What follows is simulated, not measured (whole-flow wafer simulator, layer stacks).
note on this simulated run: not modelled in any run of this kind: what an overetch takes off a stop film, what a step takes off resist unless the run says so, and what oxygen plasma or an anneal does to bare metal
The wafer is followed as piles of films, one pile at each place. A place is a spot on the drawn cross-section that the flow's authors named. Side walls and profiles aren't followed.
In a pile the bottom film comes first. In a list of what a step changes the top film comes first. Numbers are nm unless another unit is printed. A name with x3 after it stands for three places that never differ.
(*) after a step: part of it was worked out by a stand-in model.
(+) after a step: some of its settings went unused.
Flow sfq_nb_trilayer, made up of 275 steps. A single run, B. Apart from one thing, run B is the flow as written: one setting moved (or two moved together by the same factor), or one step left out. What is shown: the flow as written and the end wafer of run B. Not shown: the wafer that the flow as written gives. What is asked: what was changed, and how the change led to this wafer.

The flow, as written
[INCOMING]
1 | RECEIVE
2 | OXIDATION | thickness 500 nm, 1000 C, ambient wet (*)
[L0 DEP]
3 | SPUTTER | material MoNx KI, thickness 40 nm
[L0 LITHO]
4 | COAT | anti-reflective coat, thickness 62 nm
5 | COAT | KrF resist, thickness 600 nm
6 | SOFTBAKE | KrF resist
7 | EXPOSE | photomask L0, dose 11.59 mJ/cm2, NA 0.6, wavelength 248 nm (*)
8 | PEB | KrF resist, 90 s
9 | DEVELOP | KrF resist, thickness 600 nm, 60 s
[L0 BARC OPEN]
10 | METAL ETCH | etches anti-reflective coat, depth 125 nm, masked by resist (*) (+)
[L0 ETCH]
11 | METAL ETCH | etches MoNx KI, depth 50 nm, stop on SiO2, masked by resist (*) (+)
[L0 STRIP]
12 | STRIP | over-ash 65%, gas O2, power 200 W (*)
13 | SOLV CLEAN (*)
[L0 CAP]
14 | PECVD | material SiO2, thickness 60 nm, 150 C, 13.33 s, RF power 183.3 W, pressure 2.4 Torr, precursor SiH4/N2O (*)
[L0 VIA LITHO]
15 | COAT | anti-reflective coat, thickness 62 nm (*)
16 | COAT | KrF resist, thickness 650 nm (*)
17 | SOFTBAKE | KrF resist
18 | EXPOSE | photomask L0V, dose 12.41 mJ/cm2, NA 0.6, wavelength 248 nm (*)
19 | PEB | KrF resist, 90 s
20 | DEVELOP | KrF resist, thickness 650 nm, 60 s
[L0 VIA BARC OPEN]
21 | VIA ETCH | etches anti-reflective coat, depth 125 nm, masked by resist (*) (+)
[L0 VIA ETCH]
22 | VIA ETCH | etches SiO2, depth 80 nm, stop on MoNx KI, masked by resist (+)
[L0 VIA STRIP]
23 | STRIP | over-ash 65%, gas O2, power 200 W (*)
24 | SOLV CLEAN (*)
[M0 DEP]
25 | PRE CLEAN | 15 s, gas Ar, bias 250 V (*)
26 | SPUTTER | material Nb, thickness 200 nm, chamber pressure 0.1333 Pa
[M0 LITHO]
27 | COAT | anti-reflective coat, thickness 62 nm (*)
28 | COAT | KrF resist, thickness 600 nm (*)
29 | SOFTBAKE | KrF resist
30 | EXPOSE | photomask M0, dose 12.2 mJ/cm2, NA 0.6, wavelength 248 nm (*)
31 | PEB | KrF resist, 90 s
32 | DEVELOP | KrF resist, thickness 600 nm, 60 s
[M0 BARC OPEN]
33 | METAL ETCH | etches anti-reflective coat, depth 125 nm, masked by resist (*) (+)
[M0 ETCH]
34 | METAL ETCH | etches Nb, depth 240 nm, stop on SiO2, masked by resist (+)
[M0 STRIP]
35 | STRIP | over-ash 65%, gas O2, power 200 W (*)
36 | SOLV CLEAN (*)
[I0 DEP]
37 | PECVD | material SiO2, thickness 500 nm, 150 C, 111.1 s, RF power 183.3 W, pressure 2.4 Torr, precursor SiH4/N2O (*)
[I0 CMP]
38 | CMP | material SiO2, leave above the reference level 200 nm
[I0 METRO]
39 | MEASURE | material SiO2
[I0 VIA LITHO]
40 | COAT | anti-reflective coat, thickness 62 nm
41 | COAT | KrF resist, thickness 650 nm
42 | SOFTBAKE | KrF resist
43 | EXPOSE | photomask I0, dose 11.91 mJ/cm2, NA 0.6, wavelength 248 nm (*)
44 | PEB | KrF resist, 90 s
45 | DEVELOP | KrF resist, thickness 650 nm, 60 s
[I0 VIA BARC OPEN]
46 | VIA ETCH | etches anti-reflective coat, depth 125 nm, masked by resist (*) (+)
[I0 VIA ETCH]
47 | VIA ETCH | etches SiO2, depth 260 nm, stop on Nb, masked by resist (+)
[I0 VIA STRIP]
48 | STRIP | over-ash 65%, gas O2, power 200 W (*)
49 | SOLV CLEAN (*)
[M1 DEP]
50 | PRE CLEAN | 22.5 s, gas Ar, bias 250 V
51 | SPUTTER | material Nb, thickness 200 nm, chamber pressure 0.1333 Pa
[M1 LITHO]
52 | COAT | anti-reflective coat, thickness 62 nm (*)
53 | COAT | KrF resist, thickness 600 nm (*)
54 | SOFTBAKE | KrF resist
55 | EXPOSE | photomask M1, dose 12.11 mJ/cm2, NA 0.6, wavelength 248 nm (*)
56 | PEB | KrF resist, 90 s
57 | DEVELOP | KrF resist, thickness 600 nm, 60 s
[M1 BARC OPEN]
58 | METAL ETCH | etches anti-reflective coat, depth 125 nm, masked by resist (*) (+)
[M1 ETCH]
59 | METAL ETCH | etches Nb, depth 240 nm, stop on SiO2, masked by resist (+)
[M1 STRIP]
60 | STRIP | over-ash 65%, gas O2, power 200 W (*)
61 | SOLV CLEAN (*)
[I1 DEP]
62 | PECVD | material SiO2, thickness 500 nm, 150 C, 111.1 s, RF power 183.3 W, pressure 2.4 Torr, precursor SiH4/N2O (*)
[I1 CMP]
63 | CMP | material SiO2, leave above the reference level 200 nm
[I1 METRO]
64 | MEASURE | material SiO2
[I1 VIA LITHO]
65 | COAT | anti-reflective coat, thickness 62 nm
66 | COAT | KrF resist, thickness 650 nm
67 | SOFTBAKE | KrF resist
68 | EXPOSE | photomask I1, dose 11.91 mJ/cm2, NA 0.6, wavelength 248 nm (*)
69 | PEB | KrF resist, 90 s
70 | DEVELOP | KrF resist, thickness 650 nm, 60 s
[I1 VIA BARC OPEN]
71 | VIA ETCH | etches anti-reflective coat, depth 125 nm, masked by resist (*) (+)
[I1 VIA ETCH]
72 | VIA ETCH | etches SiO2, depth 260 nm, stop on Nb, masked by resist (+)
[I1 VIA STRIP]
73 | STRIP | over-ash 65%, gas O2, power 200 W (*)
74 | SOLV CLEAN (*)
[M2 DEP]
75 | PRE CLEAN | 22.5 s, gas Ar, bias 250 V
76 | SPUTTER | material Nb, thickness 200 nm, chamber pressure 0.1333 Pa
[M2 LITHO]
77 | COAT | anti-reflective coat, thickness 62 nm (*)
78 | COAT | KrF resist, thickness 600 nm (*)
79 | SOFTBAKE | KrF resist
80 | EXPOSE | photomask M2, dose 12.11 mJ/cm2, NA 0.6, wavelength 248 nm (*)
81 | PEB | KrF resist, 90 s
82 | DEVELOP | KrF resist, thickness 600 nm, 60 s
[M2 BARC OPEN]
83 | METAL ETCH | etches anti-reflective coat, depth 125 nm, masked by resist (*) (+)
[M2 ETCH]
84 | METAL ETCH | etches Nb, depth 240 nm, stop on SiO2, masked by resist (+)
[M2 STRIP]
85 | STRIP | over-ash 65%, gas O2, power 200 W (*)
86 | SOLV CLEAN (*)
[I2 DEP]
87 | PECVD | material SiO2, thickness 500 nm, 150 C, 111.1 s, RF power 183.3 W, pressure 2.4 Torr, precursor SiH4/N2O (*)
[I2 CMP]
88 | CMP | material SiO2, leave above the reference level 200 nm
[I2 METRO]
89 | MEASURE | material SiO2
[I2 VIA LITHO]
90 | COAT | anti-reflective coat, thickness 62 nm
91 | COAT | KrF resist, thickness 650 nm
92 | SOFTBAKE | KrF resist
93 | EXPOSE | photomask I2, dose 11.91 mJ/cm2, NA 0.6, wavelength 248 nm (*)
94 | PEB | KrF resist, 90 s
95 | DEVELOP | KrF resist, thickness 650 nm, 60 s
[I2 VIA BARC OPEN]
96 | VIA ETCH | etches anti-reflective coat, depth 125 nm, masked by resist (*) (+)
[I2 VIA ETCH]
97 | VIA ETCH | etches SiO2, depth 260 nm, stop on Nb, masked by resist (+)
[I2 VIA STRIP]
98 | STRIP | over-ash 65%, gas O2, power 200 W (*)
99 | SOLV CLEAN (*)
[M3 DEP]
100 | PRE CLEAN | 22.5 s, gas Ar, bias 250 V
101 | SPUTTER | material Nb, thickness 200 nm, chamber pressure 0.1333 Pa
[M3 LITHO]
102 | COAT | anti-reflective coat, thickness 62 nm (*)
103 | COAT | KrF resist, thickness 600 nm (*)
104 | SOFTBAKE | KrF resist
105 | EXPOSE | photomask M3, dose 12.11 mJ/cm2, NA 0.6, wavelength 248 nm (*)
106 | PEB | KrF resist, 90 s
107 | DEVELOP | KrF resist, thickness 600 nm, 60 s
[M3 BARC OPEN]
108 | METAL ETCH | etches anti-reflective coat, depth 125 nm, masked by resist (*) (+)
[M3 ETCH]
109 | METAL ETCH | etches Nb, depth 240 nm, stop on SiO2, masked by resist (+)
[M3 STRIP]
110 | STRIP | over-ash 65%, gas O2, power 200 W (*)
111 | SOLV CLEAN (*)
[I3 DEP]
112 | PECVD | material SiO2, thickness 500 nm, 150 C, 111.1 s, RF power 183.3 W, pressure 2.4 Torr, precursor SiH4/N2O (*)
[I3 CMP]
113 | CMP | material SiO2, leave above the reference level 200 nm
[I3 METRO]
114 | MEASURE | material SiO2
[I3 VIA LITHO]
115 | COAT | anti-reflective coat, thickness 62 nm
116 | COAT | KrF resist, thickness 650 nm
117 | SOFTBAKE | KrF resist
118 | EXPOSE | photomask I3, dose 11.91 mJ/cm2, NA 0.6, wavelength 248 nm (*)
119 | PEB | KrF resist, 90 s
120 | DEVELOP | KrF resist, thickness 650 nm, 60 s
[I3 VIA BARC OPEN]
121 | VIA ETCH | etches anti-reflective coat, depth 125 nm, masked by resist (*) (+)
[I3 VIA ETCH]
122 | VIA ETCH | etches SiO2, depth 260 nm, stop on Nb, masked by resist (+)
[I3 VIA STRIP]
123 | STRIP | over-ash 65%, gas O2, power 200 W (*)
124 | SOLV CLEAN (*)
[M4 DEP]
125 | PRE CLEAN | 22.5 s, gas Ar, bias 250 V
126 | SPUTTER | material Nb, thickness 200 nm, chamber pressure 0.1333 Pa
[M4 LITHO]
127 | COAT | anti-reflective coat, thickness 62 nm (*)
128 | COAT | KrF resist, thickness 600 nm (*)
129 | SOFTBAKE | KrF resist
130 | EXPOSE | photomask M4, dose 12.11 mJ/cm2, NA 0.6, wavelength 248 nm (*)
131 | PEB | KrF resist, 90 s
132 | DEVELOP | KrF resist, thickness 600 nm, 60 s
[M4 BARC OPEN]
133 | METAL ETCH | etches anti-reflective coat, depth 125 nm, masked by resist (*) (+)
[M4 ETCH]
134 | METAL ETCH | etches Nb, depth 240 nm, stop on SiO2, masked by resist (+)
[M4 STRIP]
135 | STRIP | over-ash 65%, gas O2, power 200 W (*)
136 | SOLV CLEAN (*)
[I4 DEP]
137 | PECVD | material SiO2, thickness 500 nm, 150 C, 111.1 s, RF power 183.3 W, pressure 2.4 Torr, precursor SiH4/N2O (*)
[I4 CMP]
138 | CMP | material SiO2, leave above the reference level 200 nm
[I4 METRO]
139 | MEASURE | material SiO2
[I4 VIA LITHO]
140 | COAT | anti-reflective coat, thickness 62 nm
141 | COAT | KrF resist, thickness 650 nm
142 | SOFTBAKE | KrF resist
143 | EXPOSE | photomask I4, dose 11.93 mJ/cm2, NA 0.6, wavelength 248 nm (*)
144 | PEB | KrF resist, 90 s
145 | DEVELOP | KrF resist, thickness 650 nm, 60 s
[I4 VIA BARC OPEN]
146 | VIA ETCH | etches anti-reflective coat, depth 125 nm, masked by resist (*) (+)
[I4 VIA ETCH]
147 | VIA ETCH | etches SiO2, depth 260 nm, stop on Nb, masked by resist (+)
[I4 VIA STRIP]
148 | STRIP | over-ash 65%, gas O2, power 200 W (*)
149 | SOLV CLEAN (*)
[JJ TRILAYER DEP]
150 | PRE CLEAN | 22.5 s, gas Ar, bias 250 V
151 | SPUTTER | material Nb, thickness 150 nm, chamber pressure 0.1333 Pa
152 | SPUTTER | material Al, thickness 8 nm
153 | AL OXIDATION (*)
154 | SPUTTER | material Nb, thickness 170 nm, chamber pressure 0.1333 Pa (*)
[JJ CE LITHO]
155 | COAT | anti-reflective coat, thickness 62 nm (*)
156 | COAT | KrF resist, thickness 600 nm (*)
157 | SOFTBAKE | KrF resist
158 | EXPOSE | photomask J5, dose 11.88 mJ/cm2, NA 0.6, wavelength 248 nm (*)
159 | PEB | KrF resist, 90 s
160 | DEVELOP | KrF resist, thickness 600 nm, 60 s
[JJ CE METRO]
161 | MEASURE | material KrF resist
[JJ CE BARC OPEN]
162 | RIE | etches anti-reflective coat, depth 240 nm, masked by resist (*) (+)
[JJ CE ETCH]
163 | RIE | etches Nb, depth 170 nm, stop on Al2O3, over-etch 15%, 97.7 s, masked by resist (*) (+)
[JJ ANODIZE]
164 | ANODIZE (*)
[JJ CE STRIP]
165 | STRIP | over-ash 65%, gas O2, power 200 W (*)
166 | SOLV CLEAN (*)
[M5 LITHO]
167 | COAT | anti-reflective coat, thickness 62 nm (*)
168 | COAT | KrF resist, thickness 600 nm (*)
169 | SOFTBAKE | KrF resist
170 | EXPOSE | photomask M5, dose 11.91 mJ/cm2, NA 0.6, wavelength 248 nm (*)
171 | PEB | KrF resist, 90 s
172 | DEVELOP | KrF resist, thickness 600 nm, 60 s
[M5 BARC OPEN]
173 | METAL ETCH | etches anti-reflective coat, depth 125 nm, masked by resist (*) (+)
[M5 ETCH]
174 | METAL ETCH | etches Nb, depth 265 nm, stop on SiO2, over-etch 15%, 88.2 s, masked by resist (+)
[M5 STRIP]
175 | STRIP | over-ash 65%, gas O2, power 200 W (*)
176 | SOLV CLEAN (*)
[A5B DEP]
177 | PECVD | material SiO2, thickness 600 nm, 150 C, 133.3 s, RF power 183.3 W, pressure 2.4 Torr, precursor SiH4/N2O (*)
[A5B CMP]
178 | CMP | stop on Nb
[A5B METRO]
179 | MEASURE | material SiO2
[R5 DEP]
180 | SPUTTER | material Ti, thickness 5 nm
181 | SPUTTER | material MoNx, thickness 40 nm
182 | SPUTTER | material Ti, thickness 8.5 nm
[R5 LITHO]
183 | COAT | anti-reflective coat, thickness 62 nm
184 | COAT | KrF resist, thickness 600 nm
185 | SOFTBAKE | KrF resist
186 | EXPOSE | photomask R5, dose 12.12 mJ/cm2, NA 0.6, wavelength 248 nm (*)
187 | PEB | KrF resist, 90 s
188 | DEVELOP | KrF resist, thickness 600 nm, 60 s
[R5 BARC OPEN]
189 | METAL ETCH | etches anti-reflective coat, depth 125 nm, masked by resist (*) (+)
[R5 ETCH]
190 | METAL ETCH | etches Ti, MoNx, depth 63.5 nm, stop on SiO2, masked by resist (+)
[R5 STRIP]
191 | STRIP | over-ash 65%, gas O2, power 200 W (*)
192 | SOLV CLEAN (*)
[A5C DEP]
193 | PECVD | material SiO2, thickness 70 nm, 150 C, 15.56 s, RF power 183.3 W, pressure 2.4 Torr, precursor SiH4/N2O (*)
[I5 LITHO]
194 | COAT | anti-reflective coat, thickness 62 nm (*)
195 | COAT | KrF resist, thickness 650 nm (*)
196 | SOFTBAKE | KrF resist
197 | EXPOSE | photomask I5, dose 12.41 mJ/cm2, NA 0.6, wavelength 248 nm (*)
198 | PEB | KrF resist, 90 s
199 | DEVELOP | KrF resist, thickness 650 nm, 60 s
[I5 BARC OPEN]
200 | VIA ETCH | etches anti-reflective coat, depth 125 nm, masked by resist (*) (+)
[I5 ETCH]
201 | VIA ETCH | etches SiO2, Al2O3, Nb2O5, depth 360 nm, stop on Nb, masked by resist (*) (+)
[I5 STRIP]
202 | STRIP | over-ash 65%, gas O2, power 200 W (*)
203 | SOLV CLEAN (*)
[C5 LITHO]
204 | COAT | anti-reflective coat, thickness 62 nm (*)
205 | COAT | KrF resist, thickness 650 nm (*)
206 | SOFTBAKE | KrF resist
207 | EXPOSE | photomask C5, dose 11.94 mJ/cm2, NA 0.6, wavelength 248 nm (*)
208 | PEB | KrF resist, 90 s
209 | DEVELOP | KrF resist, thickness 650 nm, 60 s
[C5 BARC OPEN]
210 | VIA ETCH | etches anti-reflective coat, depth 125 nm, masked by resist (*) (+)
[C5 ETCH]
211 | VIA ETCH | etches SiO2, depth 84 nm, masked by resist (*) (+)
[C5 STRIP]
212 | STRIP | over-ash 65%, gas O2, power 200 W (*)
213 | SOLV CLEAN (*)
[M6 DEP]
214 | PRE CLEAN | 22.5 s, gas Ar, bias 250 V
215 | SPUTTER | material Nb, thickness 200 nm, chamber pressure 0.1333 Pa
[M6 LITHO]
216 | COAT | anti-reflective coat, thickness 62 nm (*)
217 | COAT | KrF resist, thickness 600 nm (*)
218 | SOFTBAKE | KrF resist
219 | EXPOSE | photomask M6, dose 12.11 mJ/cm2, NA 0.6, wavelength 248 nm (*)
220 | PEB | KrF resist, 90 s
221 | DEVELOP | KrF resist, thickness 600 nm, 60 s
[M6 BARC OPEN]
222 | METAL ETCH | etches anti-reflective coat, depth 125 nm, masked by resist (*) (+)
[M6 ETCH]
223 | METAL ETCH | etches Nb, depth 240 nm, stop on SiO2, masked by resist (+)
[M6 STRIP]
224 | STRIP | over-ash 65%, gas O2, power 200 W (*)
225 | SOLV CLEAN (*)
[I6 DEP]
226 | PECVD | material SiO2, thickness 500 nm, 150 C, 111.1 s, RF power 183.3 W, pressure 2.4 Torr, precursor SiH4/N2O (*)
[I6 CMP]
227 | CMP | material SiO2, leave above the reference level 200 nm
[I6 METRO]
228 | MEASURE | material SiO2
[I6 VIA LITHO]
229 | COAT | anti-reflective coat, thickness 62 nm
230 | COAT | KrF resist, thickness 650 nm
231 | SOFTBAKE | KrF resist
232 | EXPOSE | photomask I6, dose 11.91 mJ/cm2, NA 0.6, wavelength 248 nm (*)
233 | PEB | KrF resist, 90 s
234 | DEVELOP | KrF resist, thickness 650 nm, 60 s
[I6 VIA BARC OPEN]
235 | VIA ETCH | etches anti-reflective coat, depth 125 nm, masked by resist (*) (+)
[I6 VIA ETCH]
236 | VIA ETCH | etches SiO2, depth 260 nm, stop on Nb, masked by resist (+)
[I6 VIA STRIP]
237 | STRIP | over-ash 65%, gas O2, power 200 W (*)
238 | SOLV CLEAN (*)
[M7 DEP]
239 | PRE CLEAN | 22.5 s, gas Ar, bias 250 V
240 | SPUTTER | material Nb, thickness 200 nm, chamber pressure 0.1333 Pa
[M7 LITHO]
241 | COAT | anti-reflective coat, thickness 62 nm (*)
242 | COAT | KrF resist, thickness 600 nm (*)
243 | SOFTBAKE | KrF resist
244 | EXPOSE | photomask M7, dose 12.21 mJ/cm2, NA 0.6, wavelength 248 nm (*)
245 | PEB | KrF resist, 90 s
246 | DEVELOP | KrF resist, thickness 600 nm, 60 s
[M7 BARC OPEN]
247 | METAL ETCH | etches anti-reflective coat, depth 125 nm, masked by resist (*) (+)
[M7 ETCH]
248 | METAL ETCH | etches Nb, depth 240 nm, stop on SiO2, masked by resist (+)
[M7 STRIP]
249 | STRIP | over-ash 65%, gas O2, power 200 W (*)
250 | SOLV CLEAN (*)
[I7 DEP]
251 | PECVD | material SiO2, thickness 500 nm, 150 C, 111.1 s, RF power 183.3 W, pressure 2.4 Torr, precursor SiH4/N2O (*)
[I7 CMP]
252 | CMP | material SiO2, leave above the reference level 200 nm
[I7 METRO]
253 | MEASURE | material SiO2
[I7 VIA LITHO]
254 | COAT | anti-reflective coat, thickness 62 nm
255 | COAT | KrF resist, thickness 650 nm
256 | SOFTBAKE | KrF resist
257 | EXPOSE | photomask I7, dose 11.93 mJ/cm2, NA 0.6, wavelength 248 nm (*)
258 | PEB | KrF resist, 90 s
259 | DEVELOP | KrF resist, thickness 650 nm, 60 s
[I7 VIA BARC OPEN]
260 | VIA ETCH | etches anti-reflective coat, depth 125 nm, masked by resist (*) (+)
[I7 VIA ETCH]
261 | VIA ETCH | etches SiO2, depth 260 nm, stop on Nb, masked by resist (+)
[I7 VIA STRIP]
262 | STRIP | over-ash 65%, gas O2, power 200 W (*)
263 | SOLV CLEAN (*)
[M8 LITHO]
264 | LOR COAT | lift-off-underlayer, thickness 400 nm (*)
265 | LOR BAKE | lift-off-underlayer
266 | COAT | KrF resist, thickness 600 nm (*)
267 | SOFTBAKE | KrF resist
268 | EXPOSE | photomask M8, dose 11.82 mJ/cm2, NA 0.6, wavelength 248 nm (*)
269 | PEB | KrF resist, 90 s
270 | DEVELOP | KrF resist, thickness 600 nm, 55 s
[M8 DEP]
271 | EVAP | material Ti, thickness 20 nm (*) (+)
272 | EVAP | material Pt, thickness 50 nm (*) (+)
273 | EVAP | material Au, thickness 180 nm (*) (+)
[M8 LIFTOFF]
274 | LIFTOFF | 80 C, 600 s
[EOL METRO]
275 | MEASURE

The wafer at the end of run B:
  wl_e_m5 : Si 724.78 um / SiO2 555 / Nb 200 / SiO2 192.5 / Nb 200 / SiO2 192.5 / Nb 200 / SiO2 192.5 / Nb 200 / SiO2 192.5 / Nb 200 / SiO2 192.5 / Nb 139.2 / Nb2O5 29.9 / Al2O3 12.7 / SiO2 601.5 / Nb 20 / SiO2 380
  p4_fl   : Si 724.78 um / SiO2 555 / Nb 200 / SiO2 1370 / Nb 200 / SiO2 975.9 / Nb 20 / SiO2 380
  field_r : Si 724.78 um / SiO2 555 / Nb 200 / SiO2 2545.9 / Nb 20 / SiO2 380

Cause: step 248, METAL ETCH: depth 180 nm was run, while the flow as written has depth 240 nm.

The path from the change to this, step by step:
  248 | METAL ETCH | etches Nb, depth 240 nm, stop on SiO2, masked by resist (+)
      field_l, field_r, lsp_l and 62 more: -180 Nb (in the flow as written it would be: -200 Nb (all of it))
      v_sur, via_wl, via_w and 38 more: -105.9 KrF resist (in the flow as written it would be: -141.2 KrF resist)
  249 | STRIP | over-ash 65%, gas O2, power 200 W (*)
      wl_j_sl, wl_jj, wl_j_sr and 14 more: -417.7 KrF resist (all of it), -62 anti-reflective coat (all of it) (in the flow as written it would be: -382.4 KrF resist (all of it), -62 anti-reflective coat (all of it))
      ln_m5, lsp_m, ln_m6, lsp_r: -417.2 KrF resist (all of it), -61.8 anti-reflective coat (all of it) (in the flow as written it would be: -381.9 KrF resist (all of it), -61.8 anti-reflective coat (all of it))
      (also at 20 further places)
  251 | PECVD | material SiO2, thickness 500 nm, 150 C, 111.1 s, RF power 183.3 W, pressure 2.4 Torr, precursor SiH4/N2O (*)
      field_l, p4_fl, p4_fm and 56 more: +500 SiO2 (new film) (in the flow as written it would be: +500 SiO2)
      field_r, lsp_l: +479.9 SiO2 (new film) (in the flow as written it would be: +477.7 SiO2)
      (also at 4 further places)
  252 | CMP | material SiO2, leave above the reference level 200 nm
      field_l, p4_fl, p4_fm and 56 more: -120 SiO2 (in the flow as written it would be: -100 SiO2)
      field_r, lsp_l: -99.9 SiO2 (in the flow as written it would be: -77.7 SiO2)
      (also at 2 further places)
Taking metal films that touch as one body, wl_e_m5 has 7 bodies (between them, from the top down: SiO2 601.5 / Al2O3 12.7 / Nb2O5 29.9; SiO2 192.5; SiO2 192.5; SiO2 192.5; SiO2 192.5; SiO2 192.5); the flow as written gives 6 bodies (between them, from the top down: SiO2 192.5; SiO2 192.5; SiO2 192.5; SiO2 192.5; SiO2 192.5).
Taking metal films that touch as one body, p4_fl has 3 bodies (between them, from the top down: SiO2 975.9; SiO2 1370); the flow as written gives 2 bodies (between them, from the top down: SiO2 1370).
Taking metal films that touch as one body, field_r has 2 bodies (between them, from the top down: SiO2 2545.9); the flow as written gives 1 body.
